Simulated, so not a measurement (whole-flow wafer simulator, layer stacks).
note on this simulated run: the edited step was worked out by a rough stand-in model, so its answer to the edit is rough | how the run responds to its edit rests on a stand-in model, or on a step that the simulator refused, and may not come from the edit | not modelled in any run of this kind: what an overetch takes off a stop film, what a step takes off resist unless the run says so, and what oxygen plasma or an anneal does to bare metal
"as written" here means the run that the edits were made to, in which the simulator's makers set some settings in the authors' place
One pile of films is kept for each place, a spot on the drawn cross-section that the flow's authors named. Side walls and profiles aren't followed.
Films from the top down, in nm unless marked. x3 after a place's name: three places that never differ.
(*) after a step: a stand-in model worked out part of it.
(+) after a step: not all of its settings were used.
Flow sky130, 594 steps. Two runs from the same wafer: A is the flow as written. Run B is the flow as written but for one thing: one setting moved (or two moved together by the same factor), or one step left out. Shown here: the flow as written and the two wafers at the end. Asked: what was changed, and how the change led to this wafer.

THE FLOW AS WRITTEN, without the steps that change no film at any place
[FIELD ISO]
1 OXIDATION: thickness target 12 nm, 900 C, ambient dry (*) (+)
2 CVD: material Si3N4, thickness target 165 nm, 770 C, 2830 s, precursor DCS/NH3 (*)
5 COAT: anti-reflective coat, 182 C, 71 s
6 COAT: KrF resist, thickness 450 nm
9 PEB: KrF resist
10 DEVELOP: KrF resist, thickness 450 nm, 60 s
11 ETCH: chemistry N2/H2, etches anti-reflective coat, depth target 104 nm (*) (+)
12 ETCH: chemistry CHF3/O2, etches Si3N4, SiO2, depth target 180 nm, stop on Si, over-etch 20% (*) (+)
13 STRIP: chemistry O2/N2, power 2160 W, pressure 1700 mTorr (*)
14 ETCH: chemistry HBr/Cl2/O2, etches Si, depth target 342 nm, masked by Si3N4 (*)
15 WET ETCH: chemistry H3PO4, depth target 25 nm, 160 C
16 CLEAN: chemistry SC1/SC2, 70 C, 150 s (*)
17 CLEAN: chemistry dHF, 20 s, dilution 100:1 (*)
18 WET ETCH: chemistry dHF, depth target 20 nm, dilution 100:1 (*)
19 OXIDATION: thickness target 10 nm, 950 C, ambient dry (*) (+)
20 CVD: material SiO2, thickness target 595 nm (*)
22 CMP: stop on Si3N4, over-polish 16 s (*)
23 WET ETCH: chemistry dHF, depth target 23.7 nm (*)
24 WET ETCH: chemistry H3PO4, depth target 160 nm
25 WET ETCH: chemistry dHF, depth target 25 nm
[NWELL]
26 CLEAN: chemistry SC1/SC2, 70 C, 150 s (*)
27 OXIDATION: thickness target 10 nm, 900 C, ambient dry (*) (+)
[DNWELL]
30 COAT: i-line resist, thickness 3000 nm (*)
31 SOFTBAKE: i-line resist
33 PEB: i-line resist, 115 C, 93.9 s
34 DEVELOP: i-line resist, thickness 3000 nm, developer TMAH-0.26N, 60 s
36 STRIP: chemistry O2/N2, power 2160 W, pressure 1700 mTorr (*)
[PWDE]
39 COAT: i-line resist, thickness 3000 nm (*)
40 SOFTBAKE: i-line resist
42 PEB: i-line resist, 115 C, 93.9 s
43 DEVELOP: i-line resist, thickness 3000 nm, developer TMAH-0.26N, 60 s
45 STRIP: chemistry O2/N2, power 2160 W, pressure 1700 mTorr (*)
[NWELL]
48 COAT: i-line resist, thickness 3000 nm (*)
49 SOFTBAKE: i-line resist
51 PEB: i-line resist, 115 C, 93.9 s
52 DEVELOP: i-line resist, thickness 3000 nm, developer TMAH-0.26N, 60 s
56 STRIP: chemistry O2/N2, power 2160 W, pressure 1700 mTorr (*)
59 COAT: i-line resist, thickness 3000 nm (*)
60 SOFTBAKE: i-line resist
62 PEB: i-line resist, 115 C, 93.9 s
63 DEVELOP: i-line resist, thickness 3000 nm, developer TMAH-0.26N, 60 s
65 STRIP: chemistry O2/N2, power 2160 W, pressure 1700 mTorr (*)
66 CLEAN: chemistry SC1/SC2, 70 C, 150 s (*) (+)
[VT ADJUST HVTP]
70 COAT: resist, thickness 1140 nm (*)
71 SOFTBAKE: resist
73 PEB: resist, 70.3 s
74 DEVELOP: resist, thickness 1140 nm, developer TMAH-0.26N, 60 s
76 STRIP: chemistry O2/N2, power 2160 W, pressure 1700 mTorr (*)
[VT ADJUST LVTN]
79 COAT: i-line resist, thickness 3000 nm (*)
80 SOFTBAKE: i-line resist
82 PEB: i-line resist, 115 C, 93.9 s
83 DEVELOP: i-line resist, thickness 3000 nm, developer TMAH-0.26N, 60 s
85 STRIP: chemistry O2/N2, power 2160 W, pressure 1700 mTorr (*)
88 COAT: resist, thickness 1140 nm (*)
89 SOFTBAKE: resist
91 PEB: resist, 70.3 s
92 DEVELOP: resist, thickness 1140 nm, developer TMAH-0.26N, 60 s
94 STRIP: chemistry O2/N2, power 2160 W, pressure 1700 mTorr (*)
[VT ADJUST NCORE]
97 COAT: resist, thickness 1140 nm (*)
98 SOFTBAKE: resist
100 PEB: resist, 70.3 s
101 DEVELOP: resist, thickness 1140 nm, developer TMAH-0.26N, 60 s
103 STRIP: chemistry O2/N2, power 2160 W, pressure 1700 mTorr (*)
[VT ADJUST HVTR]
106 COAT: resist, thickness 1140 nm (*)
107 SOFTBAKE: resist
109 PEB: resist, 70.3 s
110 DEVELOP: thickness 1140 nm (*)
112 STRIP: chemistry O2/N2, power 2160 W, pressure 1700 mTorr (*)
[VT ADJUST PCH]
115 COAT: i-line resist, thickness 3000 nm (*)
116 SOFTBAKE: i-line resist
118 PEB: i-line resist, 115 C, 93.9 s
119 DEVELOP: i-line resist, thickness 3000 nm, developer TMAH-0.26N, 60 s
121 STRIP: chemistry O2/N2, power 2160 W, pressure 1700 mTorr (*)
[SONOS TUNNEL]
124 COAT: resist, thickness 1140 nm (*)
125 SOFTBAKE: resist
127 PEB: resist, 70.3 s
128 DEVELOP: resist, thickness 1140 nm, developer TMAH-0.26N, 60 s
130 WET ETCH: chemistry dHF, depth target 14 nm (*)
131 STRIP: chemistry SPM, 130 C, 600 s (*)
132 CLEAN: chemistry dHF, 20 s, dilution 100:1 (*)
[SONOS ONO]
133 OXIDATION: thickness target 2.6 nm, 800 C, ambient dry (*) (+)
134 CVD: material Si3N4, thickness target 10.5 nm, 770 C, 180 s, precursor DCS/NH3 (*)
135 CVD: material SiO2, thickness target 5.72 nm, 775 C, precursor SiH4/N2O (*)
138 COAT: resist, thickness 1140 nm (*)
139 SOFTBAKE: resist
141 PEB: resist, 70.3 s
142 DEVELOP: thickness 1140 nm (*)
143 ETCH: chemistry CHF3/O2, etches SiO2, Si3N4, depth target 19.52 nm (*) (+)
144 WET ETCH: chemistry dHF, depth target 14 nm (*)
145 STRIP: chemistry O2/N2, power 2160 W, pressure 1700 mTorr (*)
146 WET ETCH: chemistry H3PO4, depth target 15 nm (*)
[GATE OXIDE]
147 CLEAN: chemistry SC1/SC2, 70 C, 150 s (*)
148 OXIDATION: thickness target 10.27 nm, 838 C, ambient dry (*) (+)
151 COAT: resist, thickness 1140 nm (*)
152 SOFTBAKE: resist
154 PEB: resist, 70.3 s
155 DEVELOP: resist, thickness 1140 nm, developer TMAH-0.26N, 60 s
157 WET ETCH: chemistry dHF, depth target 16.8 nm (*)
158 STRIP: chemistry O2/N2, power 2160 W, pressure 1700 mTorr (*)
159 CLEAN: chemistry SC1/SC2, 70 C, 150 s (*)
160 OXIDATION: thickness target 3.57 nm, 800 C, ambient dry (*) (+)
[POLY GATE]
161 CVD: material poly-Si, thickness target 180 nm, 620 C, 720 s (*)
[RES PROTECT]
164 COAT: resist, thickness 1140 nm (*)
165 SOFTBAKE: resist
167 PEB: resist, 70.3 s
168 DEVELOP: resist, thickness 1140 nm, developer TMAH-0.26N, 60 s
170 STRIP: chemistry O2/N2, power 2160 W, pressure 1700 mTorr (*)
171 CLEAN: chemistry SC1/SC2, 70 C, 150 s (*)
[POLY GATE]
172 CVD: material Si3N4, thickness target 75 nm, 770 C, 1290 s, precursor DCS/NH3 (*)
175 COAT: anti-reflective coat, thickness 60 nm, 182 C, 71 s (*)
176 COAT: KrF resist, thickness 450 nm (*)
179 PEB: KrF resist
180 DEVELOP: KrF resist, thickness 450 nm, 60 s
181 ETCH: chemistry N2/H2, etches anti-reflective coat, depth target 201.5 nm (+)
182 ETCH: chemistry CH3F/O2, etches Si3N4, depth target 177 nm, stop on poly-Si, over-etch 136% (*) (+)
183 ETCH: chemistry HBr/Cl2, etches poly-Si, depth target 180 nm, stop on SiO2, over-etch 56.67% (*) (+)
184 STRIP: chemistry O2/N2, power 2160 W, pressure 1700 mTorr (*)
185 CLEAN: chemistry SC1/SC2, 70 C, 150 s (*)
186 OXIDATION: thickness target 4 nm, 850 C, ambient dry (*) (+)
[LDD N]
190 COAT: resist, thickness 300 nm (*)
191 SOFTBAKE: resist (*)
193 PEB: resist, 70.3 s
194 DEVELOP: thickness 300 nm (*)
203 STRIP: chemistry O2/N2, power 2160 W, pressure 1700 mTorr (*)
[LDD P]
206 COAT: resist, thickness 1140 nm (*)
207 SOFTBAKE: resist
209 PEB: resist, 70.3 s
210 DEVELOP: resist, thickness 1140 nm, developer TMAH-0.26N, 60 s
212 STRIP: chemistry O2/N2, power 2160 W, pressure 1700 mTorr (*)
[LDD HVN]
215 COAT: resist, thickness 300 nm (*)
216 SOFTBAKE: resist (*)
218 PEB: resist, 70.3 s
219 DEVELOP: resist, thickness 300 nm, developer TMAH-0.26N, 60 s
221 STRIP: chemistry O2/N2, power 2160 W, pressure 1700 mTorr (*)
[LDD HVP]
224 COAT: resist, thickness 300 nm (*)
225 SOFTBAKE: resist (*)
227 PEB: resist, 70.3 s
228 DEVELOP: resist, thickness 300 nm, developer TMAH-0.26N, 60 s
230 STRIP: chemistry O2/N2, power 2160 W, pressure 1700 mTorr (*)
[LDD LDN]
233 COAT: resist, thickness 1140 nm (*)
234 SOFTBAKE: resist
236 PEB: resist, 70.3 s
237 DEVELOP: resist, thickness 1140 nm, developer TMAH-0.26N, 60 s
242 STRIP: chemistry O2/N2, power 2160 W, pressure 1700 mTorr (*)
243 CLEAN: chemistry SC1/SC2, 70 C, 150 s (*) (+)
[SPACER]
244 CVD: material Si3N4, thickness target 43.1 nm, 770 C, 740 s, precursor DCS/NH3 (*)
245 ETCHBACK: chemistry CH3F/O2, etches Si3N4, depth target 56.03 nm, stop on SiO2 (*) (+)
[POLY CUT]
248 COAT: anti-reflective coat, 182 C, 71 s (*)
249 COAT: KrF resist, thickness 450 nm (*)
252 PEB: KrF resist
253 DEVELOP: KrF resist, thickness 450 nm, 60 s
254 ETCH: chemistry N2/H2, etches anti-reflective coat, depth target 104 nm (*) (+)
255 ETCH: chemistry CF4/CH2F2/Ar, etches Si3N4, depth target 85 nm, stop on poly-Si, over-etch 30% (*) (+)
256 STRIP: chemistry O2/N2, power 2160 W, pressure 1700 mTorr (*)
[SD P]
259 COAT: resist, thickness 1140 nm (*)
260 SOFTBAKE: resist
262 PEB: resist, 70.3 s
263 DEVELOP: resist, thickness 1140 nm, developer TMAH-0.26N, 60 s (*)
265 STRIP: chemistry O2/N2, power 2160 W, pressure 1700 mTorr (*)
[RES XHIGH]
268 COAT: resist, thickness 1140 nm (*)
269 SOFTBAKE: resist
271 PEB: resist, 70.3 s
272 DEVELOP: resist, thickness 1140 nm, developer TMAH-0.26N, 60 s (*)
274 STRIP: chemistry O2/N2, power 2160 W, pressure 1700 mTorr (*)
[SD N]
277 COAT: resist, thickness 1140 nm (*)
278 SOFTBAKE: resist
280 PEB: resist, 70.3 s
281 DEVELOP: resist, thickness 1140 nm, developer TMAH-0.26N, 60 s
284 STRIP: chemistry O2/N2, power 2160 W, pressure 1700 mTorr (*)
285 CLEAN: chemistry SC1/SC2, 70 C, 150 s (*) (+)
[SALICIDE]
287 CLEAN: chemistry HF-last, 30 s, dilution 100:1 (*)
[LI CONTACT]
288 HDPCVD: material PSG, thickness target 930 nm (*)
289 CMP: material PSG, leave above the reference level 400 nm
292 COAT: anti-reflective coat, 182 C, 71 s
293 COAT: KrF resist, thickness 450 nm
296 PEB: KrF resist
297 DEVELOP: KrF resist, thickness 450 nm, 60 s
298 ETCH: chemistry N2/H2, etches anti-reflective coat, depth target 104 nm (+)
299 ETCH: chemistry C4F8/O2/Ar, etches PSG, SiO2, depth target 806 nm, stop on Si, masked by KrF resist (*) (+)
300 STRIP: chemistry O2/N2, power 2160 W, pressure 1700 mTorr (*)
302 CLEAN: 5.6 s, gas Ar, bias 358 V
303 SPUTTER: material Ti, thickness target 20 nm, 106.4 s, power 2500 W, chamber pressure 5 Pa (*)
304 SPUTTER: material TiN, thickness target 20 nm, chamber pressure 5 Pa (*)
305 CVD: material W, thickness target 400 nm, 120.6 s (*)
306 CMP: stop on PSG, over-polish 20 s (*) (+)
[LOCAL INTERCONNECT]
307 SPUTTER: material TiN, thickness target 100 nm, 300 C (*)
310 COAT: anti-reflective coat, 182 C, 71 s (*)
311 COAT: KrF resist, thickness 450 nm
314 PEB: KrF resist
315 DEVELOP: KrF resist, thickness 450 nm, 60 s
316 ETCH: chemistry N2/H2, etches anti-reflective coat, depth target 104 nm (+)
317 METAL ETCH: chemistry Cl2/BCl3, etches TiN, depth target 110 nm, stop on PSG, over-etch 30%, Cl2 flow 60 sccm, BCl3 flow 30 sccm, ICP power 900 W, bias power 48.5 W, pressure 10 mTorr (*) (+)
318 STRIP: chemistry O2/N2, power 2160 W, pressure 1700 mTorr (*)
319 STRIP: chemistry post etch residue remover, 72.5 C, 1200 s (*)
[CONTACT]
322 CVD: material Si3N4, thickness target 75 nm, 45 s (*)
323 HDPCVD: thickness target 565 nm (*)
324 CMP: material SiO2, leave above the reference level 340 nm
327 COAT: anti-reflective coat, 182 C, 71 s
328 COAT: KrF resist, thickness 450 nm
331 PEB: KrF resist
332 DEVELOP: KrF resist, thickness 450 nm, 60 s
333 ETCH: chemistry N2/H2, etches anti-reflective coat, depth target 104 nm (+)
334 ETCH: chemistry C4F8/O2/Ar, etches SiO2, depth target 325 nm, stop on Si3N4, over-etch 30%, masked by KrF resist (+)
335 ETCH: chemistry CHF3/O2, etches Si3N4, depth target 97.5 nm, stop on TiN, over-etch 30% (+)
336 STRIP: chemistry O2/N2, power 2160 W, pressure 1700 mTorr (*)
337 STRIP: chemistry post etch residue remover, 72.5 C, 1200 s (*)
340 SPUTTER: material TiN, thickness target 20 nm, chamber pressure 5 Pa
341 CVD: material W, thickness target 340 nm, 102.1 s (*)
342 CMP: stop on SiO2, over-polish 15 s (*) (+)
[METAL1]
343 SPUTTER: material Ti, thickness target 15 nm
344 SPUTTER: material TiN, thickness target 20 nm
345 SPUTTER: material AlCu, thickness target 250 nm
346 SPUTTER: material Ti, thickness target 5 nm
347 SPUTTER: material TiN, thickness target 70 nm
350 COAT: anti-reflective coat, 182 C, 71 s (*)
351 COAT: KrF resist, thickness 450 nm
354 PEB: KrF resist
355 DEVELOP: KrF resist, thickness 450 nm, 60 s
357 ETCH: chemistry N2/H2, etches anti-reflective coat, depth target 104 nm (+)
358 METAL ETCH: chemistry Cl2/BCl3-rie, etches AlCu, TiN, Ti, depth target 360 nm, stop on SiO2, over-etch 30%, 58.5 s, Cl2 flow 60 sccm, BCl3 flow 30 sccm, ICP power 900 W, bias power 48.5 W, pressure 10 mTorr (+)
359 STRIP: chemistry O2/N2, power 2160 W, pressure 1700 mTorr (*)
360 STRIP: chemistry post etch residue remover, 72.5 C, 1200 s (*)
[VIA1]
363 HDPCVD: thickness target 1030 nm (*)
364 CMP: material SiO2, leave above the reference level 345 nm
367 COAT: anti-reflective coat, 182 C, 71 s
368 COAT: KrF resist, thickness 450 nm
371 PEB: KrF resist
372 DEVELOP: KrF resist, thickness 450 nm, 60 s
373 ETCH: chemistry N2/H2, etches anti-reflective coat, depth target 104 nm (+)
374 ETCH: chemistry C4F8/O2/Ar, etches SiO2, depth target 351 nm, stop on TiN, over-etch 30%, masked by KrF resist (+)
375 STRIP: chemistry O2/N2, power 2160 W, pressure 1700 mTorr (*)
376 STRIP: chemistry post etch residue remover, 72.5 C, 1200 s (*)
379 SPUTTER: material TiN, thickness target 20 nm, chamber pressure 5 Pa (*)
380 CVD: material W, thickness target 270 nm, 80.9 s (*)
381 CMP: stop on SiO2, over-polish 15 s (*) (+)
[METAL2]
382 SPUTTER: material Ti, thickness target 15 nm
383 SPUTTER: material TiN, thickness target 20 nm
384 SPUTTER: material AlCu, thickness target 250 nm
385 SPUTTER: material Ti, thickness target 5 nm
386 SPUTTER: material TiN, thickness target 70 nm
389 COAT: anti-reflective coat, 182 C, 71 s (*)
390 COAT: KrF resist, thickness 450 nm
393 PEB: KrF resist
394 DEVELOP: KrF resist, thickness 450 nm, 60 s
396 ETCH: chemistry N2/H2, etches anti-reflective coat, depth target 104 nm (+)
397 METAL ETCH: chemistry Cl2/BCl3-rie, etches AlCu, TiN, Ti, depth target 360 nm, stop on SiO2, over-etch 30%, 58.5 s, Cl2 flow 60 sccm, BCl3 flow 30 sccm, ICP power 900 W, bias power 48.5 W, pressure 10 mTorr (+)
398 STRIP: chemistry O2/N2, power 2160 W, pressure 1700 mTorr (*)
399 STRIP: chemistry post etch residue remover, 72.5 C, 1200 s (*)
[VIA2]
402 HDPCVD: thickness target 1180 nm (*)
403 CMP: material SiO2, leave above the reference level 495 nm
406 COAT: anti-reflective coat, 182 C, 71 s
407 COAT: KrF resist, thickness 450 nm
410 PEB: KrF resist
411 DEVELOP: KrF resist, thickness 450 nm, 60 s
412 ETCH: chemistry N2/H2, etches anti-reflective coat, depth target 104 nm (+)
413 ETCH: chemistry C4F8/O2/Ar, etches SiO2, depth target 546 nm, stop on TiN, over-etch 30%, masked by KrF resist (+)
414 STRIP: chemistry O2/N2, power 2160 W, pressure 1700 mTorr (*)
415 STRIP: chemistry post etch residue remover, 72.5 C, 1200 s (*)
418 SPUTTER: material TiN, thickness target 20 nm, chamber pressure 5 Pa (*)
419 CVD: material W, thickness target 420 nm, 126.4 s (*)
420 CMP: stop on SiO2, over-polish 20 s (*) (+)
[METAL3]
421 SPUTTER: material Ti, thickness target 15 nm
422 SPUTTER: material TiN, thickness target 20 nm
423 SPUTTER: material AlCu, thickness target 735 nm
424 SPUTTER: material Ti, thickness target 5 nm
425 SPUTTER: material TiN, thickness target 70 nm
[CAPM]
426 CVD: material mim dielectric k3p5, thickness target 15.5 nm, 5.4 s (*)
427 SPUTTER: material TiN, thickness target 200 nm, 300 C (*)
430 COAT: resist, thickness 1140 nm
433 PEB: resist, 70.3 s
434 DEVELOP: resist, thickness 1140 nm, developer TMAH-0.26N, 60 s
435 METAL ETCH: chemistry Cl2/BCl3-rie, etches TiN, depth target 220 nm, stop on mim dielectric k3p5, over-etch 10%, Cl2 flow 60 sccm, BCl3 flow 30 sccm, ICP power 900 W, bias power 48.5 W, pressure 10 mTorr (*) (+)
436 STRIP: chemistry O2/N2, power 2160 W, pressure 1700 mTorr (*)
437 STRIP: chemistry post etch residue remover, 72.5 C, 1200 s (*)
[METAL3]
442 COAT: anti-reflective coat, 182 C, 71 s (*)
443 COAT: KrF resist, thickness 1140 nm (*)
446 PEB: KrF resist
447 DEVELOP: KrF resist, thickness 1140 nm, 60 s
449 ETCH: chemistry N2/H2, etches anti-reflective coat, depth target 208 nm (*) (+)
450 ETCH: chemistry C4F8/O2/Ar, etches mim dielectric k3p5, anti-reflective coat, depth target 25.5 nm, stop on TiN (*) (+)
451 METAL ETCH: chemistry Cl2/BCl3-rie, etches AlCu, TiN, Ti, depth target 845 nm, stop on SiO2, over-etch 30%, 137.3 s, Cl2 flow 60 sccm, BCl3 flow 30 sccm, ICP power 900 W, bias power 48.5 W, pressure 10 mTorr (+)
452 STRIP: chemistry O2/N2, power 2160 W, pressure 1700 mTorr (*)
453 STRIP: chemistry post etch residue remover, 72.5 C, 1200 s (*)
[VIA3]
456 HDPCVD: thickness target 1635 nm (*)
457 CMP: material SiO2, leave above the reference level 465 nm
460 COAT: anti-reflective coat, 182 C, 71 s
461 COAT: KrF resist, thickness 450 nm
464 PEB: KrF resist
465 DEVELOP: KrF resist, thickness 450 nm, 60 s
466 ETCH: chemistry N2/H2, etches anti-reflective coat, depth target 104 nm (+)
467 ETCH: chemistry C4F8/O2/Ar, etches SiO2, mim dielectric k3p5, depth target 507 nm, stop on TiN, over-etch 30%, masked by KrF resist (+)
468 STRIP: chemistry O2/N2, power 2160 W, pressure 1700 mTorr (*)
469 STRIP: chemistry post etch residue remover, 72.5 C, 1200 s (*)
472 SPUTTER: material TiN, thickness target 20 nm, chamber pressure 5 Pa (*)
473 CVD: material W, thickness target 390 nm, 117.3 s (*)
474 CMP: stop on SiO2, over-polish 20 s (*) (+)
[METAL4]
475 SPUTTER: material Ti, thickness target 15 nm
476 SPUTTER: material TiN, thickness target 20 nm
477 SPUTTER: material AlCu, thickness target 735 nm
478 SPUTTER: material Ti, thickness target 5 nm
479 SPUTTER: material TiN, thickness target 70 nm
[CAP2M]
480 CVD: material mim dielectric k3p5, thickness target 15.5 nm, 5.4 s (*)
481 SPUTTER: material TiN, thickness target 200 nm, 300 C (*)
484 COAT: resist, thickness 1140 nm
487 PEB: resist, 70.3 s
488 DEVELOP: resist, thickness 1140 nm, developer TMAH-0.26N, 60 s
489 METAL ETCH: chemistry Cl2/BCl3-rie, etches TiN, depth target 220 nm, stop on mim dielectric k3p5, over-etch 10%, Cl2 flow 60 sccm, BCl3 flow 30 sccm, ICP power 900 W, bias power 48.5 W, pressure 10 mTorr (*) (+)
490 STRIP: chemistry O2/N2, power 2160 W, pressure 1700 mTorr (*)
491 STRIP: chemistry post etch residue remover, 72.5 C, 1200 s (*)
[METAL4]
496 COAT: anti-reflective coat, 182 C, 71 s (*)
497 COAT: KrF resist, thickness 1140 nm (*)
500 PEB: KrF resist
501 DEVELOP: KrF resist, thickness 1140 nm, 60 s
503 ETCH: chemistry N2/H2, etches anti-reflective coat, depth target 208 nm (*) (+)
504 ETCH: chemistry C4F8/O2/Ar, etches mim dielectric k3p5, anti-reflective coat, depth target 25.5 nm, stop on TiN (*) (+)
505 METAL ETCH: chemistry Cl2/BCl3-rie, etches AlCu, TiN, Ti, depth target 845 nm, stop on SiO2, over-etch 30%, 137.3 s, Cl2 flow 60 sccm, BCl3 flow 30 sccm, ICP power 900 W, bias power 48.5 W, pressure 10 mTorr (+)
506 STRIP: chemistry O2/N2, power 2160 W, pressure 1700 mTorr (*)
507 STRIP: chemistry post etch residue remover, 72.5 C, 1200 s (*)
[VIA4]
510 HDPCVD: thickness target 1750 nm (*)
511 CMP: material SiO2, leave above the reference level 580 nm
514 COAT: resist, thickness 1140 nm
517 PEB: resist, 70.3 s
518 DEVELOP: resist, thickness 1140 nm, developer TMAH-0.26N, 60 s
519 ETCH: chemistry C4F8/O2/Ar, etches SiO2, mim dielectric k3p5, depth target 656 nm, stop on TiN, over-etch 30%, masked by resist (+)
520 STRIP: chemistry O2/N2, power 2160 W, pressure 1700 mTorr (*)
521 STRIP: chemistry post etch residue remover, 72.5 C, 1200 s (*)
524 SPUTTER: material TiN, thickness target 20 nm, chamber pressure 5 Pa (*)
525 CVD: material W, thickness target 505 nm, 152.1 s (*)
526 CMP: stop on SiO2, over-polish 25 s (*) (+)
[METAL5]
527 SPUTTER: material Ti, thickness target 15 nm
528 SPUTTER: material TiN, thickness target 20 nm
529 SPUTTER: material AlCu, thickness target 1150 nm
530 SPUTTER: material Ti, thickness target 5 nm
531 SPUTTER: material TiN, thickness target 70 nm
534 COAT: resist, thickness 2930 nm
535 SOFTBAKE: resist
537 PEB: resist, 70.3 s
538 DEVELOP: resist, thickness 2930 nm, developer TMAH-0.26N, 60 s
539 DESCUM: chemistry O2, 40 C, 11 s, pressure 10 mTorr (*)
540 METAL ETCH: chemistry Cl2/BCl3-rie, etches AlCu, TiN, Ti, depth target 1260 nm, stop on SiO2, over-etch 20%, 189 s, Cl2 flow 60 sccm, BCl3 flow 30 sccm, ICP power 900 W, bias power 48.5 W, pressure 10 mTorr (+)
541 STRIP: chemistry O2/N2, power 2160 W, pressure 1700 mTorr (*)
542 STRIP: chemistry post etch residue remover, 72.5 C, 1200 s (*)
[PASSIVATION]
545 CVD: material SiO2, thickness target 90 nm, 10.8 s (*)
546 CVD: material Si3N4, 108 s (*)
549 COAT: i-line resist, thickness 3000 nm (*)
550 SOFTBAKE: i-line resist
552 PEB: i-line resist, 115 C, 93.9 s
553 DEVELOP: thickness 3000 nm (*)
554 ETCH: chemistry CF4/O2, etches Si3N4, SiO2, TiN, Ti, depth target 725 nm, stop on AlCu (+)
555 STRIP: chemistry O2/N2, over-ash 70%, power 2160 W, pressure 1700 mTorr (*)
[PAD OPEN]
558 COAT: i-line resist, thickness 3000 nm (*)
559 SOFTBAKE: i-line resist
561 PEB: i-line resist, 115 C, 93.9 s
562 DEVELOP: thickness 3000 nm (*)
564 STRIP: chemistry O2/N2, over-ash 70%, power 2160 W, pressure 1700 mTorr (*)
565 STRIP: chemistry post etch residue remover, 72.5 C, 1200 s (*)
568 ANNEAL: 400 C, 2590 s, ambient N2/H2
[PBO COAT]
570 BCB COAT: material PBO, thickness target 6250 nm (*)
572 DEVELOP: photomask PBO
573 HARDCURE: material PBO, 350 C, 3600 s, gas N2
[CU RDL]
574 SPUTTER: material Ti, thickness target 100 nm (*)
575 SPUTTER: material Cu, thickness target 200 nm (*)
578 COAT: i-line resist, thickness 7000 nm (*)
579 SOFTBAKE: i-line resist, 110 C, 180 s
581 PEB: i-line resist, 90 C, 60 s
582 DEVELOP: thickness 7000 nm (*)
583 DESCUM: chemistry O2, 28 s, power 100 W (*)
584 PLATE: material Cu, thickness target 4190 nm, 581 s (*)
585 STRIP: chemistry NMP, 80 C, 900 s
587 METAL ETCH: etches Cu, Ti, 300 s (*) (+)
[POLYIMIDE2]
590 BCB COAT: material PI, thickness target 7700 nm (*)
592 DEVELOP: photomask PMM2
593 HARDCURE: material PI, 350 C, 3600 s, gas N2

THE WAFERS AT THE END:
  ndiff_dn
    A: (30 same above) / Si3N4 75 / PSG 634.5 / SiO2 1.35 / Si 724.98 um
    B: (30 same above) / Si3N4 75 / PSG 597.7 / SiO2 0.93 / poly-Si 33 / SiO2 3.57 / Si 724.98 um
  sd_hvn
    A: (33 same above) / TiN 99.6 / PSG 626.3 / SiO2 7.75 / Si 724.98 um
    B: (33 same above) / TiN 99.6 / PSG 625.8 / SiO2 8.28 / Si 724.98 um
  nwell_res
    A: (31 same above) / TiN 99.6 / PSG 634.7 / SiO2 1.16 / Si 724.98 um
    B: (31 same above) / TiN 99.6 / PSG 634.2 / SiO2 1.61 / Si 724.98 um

The cause: step 183, ETCH: depth target 115 nm was run, where the flow has depth target 180 nm.

How the change led to this, step by step:
  183 ETCH: chemistry HBr/Cl2, etches poly-Si, depth target 180 nm, stop on SiO2, over-etch 56.67% (*) (+)
      field, active, p_well and 109 more: A poly-Si -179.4 (all of it), SiO2 -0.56 | B poly-Si -179.4 (all of it)
      ndiff_dn: A poly-Si -215.2 (all of it), SiO2 -0.33 | B poly-Si -180.2
      (and at 77 more places)
  184 STRIP: chemistry O2/N2, power 2160 W, pressure 1700 mTorr (*)
      ndiff_dn: A nothing | B chemical SiO2 +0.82 (new film), poly-Si -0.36
      dice_street, grade_field_poly: A KrF resist -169 (all of it), anti-reflective coat -60 (all of it) | B KrF resist -203 (all of it), anti-reflective coat -60 (all of it)
      (and at 75 more places)
  186 OXIDATION: thickness target 4 nm, 850 C, ambient dry (*) (+)
      ndiff_dn: A SiO2 +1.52, Si -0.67 | B SiO2 +4 (new film), chemical SiO2 -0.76 (all of it), poly-Si -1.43
  190 COAT: resist, thickness 300 nm (*)
      ndiff_dn: A resist +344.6 (new film) | B resist +314.1 (new film)
  203 STRIP: chemistry O2/N2, power 2160 W, pressure 1700 mTorr (*)
      ndiff_dn: A resist -340.4 (all of it) | B resist -310.3 (all of it)
  206 COAT: resist, thickness 1140 nm (*)
      ndiff_dn: A resist +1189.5 (new film) | B resist +1156.2 (new film)
  207 SOFTBAKE: resist
      iso_guard_nsd: A resist +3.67 | B resist +3.04
  209 PEB: resist, 70.3 s
      ndiff_dn: A resist -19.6 | B resist -19
  212 STRIP: chemistry O2/N2, power 2160 W, pressure 1700 mTorr (*)
      ndiff_dn: A resist -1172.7 (all of it) | B resist -1139.4 (all of it)
  215 COAT: resist, thickness 300 nm (*)
      ndiff_dn: A resist +344.6 (new film) | B resist +314.1 (new film)
  221 STRIP: chemistry O2/N2, power 2160 W, pressure 1700 mTorr (*)
      ndiff_dn: A resist -340.4 (all of it) | B resist -310.3 (all of it)
  224 COAT: resist, thickness 300 nm (*)
      ndiff_dn: A resist +344.6 (new film) | B resist +314.1 (new film)
  230 STRIP: chemistry O2/N2, power 2160 W, pressure 1700 mTorr (*)
      ndiff_dn: A resist -340.4 (all of it) | B resist -310.3 (all of it)
  233 COAT: resist, thickness 1140 nm (*)
      ndiff_dn: A resist +1189.5 (new film) | B resist +1156.2 (new film)
  234 SOFTBAKE: resist
      iso_guard_nsd: A resist +3.67 | B resist +3.04
  236 PEB: resist, 70.3 s
      ndiff_dn: A resist -19.6 | B resist -19
  ... 16 more steps ...
  289 CMP: material PSG, leave above the reference level 400 nm
      ndiff_dn: A PSG -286 | B PSG -322.9
